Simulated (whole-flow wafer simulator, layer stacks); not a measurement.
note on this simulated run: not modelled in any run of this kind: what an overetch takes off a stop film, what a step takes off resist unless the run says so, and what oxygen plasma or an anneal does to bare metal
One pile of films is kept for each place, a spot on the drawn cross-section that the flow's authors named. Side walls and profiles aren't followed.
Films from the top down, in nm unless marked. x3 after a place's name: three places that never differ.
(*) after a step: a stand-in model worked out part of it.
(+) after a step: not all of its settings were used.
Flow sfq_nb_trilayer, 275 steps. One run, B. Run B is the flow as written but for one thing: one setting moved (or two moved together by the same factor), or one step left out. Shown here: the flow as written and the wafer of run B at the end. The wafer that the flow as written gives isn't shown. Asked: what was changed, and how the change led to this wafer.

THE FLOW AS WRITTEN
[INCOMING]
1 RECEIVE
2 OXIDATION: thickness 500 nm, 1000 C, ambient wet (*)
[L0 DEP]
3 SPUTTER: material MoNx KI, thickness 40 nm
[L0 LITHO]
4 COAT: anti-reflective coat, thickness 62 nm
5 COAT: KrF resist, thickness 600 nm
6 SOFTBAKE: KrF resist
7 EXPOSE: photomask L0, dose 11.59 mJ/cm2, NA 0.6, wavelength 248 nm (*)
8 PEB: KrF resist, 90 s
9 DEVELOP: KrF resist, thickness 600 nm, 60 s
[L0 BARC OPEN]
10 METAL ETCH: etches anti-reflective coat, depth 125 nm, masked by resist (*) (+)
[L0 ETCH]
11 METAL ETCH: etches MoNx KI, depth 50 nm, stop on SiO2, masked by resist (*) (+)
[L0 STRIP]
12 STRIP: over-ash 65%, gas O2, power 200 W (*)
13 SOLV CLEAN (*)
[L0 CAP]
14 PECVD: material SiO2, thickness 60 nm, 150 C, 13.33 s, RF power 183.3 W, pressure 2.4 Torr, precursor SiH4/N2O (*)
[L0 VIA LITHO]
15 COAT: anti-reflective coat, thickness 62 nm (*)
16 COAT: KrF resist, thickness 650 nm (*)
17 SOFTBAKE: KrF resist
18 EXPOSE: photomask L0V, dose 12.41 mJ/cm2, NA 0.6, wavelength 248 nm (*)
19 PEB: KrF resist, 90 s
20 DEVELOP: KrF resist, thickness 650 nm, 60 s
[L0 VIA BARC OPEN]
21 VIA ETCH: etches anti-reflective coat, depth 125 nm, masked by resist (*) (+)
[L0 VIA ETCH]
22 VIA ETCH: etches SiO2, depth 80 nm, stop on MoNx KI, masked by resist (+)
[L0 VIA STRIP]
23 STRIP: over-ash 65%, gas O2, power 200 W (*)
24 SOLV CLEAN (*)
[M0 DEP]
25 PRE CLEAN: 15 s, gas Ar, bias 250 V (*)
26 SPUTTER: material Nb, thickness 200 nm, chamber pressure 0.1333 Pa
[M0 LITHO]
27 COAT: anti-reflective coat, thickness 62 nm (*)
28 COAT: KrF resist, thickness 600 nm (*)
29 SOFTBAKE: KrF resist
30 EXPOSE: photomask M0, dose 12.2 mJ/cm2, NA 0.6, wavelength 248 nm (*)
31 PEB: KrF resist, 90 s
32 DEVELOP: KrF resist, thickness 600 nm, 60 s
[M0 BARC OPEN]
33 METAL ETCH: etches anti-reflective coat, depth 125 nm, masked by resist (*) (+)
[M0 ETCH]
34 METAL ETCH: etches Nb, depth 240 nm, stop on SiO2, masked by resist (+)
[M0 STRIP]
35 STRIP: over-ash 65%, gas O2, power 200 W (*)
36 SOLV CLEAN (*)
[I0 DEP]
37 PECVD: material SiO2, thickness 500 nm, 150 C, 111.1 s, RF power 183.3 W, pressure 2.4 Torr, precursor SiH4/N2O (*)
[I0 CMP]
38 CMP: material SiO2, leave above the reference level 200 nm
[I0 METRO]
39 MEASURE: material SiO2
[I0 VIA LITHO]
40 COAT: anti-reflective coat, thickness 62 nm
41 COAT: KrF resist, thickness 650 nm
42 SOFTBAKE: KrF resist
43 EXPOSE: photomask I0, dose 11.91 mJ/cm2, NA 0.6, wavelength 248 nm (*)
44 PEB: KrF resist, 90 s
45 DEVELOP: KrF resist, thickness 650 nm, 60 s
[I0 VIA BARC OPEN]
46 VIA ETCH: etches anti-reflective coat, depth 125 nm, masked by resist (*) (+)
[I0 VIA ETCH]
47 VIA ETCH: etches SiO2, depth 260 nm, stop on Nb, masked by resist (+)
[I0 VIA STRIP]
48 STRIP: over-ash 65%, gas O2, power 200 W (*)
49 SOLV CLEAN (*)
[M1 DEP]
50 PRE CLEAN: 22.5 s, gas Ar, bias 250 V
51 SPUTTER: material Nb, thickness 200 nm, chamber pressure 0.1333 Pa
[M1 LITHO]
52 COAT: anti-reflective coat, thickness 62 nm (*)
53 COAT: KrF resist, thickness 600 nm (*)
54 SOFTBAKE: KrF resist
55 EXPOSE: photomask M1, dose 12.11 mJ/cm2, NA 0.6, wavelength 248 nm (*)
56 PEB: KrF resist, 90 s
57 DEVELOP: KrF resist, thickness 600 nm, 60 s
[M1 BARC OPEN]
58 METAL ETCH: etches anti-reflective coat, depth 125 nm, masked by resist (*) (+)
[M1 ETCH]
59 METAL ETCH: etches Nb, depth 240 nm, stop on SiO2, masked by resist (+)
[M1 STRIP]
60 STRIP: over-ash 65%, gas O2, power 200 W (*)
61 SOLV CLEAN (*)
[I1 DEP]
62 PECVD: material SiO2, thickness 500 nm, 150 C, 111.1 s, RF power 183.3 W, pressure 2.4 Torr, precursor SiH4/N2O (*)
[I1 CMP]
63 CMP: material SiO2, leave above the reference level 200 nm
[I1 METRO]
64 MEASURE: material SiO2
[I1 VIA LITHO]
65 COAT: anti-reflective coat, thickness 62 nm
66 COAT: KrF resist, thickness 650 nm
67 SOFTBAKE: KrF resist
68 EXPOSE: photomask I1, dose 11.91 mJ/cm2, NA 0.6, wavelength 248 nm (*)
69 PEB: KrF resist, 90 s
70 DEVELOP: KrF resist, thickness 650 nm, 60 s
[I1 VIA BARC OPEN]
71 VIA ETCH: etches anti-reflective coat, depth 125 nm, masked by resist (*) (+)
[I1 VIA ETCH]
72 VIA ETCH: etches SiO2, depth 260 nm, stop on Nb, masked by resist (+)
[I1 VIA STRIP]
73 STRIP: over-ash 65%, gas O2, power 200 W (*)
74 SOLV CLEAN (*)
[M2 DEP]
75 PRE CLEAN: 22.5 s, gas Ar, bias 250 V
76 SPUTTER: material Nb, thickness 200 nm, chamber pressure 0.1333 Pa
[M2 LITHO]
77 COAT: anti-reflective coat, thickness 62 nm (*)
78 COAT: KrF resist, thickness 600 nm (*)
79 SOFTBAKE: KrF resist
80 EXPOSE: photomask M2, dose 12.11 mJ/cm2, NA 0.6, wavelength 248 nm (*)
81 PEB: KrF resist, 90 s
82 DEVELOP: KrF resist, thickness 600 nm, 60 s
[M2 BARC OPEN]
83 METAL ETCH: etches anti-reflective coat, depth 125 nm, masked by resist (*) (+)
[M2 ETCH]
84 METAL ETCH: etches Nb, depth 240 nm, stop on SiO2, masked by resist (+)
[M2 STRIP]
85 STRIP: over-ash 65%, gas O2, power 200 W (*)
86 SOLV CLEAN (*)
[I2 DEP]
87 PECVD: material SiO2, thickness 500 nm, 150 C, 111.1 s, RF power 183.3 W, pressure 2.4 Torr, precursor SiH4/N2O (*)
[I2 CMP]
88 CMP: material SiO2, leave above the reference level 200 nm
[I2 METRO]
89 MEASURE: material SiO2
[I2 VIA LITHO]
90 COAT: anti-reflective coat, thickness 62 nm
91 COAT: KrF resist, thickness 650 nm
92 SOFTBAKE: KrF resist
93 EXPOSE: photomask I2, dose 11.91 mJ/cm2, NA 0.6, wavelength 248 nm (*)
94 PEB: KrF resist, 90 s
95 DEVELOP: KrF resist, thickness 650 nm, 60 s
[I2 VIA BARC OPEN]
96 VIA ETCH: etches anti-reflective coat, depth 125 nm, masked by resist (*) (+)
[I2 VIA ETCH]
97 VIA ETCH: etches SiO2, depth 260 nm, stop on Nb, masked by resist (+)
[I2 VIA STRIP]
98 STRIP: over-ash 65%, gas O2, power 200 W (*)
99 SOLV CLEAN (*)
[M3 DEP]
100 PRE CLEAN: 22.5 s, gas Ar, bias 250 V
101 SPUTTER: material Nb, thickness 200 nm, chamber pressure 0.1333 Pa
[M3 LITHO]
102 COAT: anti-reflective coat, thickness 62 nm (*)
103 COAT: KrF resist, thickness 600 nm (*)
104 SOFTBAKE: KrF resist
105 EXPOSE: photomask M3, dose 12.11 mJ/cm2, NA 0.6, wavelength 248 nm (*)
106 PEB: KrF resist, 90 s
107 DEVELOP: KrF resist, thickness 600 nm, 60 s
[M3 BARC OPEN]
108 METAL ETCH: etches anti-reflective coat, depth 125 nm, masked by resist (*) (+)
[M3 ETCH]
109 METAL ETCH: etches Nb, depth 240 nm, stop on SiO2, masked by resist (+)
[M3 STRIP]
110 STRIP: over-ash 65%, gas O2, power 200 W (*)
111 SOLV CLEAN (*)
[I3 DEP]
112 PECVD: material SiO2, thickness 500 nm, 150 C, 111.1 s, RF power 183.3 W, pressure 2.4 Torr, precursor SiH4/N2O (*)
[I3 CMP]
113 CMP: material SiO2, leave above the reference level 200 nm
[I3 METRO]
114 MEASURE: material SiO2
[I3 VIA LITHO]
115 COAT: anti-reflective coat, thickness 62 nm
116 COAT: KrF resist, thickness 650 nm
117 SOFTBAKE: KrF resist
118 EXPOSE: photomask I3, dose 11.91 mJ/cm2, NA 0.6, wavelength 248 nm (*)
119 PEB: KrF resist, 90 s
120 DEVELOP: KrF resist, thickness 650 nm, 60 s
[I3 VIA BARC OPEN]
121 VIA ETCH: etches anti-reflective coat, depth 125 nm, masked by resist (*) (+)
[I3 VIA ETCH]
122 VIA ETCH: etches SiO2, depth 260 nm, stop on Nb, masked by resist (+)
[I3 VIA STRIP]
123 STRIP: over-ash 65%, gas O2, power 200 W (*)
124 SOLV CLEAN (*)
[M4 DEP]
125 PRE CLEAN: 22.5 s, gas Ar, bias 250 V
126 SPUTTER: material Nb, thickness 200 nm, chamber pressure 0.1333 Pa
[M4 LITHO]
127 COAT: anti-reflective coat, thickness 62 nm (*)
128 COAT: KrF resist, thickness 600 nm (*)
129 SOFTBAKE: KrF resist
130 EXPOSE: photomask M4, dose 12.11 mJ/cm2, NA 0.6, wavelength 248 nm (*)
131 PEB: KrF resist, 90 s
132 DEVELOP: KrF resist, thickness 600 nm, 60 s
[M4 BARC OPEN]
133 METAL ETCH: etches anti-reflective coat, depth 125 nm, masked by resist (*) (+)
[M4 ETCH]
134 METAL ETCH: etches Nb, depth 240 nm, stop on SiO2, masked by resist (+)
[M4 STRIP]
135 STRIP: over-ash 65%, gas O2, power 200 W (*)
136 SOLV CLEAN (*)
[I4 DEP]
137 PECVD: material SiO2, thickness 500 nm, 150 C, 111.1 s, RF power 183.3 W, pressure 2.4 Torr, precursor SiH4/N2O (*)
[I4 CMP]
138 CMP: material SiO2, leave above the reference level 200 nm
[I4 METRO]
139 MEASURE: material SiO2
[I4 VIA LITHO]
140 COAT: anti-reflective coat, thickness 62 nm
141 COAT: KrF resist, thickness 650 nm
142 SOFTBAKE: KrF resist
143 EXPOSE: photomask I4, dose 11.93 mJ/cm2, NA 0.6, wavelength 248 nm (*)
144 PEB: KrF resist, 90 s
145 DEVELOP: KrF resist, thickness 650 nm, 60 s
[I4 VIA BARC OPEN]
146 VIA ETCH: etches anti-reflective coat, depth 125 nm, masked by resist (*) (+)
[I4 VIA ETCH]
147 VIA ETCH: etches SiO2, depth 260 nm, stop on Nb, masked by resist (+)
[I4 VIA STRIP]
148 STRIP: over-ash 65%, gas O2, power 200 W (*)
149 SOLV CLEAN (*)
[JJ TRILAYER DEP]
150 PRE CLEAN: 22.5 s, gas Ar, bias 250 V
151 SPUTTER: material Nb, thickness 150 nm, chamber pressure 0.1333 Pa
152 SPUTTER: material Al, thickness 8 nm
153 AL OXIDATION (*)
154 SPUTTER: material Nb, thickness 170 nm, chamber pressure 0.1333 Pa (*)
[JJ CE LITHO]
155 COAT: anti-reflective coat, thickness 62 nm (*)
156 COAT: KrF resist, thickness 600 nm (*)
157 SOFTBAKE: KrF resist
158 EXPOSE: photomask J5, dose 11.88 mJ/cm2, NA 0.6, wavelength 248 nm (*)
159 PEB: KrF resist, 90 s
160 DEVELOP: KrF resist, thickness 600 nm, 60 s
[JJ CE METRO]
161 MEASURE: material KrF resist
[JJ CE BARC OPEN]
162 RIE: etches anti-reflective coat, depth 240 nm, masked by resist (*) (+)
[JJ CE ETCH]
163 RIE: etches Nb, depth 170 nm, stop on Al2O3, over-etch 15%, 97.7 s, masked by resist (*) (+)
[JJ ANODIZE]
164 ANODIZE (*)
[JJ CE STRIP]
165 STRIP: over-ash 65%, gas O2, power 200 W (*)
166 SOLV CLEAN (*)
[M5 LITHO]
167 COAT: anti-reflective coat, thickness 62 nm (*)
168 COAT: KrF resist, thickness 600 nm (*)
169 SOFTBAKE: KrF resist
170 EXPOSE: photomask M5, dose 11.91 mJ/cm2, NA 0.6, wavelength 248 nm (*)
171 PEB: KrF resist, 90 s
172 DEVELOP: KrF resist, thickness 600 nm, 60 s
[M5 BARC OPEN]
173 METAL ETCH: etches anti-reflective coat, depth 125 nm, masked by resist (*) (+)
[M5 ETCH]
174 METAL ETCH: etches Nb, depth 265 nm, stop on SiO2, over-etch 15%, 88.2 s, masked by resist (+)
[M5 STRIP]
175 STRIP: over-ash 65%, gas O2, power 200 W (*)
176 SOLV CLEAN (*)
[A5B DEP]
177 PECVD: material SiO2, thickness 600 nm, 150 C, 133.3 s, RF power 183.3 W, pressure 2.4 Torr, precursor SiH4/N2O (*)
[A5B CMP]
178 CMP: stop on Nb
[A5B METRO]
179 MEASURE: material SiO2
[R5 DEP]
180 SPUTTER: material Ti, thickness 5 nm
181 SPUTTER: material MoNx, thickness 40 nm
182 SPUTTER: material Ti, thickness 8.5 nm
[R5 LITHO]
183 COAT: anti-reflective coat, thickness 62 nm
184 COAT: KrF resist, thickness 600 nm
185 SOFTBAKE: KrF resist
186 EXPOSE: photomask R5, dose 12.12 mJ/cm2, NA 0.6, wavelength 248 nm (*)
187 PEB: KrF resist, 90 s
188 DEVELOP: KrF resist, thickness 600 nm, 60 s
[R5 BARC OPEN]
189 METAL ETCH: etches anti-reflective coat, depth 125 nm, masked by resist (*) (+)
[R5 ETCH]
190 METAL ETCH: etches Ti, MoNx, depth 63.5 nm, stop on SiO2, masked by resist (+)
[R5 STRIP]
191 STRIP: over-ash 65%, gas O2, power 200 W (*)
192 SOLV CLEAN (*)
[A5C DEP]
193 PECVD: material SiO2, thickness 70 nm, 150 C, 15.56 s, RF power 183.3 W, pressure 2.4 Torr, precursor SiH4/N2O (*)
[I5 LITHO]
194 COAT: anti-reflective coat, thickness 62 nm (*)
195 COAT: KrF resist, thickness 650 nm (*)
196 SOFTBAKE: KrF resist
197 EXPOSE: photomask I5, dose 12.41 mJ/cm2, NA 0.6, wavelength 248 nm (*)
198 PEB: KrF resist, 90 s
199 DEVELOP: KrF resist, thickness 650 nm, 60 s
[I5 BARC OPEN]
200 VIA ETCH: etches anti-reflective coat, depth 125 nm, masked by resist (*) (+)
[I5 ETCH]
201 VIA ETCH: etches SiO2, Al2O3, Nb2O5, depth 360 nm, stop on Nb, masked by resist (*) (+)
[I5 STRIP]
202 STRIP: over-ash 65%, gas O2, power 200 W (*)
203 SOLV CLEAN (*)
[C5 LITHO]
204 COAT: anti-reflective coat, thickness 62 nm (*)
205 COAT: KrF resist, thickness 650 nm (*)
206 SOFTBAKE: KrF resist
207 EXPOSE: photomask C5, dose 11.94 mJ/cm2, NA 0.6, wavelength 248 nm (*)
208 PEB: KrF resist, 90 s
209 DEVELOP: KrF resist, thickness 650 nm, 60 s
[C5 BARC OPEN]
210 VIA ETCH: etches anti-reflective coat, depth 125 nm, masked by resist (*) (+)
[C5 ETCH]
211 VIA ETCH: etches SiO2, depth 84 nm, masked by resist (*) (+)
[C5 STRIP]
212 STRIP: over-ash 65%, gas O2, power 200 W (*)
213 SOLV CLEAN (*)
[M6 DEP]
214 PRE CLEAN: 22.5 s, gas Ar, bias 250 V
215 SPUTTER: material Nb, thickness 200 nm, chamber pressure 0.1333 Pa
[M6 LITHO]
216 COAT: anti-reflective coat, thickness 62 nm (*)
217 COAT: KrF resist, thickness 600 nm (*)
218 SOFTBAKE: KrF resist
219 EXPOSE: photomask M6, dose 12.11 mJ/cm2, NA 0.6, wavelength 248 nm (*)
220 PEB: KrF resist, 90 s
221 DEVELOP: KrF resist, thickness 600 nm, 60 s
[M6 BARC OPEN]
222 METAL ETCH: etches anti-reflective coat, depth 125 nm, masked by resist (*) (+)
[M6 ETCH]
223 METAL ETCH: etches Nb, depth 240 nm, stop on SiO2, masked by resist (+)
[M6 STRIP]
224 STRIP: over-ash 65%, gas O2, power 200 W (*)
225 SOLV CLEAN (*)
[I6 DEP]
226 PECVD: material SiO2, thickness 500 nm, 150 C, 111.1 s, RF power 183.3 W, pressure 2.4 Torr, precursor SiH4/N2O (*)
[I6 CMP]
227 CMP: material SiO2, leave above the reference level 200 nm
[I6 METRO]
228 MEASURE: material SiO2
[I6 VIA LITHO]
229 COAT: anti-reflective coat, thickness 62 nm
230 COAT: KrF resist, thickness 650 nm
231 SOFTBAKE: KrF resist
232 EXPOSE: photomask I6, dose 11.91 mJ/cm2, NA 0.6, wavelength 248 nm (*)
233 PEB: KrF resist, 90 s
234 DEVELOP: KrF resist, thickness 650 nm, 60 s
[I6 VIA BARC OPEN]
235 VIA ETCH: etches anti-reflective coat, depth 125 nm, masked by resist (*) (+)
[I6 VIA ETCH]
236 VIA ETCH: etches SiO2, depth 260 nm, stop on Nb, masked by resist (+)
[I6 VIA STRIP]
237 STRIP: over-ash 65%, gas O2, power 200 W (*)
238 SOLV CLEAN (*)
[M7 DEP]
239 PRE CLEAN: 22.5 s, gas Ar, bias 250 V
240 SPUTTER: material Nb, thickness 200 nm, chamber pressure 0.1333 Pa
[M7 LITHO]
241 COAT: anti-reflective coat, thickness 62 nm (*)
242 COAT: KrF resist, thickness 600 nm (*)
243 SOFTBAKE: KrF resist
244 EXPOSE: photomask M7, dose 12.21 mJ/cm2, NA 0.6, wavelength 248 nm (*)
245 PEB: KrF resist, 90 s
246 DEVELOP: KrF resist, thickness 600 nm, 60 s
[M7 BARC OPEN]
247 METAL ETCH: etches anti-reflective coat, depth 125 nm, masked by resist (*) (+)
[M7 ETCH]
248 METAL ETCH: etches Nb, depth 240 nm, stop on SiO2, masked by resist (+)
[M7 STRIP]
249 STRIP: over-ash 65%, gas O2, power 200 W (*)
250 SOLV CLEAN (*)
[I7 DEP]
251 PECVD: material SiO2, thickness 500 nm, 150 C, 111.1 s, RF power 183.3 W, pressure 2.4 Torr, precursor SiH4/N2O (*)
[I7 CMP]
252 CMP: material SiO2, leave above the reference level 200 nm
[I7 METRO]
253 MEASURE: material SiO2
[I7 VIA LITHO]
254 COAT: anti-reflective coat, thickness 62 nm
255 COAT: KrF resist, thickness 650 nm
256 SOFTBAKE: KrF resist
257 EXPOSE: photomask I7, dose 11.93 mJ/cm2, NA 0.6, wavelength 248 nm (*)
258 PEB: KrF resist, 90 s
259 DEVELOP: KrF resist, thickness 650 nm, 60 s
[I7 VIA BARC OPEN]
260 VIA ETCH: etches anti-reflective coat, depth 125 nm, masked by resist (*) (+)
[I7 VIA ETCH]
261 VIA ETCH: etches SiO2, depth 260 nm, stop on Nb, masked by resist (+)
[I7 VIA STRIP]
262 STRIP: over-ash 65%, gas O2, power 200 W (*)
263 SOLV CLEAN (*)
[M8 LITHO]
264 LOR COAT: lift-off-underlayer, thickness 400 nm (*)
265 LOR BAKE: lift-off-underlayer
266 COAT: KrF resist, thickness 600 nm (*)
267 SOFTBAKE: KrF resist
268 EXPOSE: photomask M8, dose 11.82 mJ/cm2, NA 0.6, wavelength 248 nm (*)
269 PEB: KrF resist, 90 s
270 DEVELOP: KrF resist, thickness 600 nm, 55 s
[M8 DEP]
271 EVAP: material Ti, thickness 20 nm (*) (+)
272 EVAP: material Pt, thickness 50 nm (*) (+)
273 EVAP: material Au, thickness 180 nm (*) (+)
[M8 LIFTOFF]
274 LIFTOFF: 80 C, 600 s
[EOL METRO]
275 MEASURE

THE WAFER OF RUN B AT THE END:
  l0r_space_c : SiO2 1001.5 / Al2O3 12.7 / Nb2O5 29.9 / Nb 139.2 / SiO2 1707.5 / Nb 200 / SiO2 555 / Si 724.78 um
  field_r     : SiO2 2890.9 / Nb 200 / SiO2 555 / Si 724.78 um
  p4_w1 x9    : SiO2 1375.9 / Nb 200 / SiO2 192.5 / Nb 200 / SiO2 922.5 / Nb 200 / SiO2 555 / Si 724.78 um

The cause: step 51, SPUTTER: thickness 145 nm was run, where the flow has thickness 200 nm.

How the change led to this, step by step:
  51 SPUTTER: material Nb, thickness 200 nm, chamber pressure 0.1333 Pa
      field_l, v_sur, via_wl and 102 more: Nb +145 (new film) (as written it would be: Nb +200 (new film))
      via_w: Nb +127.2 (as written it would be: Nb +174.5)
  52 COAT: anti-reflective coat, thickness 62 nm (*)
      via_wl: anti-reflective coat +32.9 (new film) (as written it would be: anti-reflective coat +33.8 (new film))
      via_w: anti-reflective coat +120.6 (new film) (as written it would be: anti-reflective coat +123.1 (new film))
      (and at 1 more place)
  59 METAL ETCH: etches Nb, depth 240 nm, stop on SiO2, masked by resist (+)
      field_l, be, be_sur and 79 more: Nb -145 (all of it) (as written it would be: Nb -200 (all of it))
      v_sur, via_wl, via_w and 21 more: KrF resist -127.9 (as written it would be: KrF resist -141.2)
  60 STRIP: over-ash 65%, gas O2, power 200 W (*)
      wl_j_sl, wl_jj, wl_j_sr and 13 more: KrF resist -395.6 (all of it), anti-reflective coat -62 (all of it) (as written it would be: KrF resist -382.4 (all of it), anti-reflective coat -62 (all of it))
      v_sur: KrF resist -379.6 (all of it), anti-reflective coat -60.9 (all of it) (as written it would be: KrF resist -365.9 (all of it), anti-reflective coat -61.1 (all of it))
      (and at 7 more places)
  62 PECVD: material SiO2, thickness 500 nm, 150 C, 111.1 s, RF power 183.3 W, pressure 2.4 Torr, precursor SiH4/N2O (*)
      wl_d_sl, wl_d_sr: SiO2 +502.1 (as written it would be: SiO2 +557.1)
      via_w: SiO2 +592.4 (new film) (as written it would be: SiO2 +606 (new film))
  63 CMP: material SiO2, leave above the reference level 200 nm
      field_l, be, be_sur and 72 more: SiO2 -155 (as written it would be: SiO2 -100)
      lsp_m, ln_m6, lsp_r, l0_sur, l0v: SiO2 -155 (as written it would be: SiO2 -94.9)
      (and at 1 more place)
